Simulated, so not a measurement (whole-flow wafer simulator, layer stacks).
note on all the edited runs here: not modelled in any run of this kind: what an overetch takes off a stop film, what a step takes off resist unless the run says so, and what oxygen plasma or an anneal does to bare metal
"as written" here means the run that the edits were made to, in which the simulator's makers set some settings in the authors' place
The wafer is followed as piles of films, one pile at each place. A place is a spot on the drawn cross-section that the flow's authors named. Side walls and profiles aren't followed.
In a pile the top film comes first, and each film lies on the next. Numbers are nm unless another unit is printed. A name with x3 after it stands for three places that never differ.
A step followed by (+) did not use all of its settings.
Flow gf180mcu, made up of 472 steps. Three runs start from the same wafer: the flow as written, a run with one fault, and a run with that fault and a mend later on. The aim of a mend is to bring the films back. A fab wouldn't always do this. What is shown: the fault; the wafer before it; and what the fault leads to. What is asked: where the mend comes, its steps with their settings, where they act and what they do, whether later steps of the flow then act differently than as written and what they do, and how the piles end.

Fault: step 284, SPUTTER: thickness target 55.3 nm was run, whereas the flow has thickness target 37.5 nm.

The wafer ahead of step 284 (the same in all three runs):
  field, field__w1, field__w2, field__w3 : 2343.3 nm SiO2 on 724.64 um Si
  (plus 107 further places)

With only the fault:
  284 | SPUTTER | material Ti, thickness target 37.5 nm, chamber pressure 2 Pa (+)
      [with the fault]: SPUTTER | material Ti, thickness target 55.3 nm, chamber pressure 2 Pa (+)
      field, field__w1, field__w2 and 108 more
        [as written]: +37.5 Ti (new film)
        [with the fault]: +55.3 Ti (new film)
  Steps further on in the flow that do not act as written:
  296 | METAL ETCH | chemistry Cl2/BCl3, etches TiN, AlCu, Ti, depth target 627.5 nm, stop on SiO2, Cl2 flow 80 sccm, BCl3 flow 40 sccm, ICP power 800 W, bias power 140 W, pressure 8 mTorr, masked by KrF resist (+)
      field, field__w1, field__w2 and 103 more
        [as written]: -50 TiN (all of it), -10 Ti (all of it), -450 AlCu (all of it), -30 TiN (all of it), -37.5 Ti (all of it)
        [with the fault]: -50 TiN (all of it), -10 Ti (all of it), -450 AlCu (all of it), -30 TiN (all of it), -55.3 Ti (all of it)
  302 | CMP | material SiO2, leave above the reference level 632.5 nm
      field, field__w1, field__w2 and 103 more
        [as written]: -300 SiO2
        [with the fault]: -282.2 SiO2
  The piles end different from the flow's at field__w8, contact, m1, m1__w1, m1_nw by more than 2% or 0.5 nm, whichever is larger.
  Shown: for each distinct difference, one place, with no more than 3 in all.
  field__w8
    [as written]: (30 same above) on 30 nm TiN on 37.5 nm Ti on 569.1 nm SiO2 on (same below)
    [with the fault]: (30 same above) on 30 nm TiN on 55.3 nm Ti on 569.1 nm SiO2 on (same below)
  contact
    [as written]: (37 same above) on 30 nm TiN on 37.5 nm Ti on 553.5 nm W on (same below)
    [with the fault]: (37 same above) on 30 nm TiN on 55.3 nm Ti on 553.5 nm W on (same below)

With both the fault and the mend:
  The mend follows step 284.
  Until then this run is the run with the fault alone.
  284a | METAL ETCH | chemistry Cl2/BCl3, etches TiN, AlCu, Ti, depth target 17.8 nm, Cl2 flow 80 sccm, BCl3 flow 40 sccm, ICP power 800 W, bias power 140 W, pressure 8 mTorr (a further turn of the flow's step 260, with different settings)
      field, field__w1, field__w2 and 108 more
        -17.8 Ti
  Later steps of the flow that are run all act as written at every place that is followed.
  At every place that both follow, the piles at the end match the flow's.
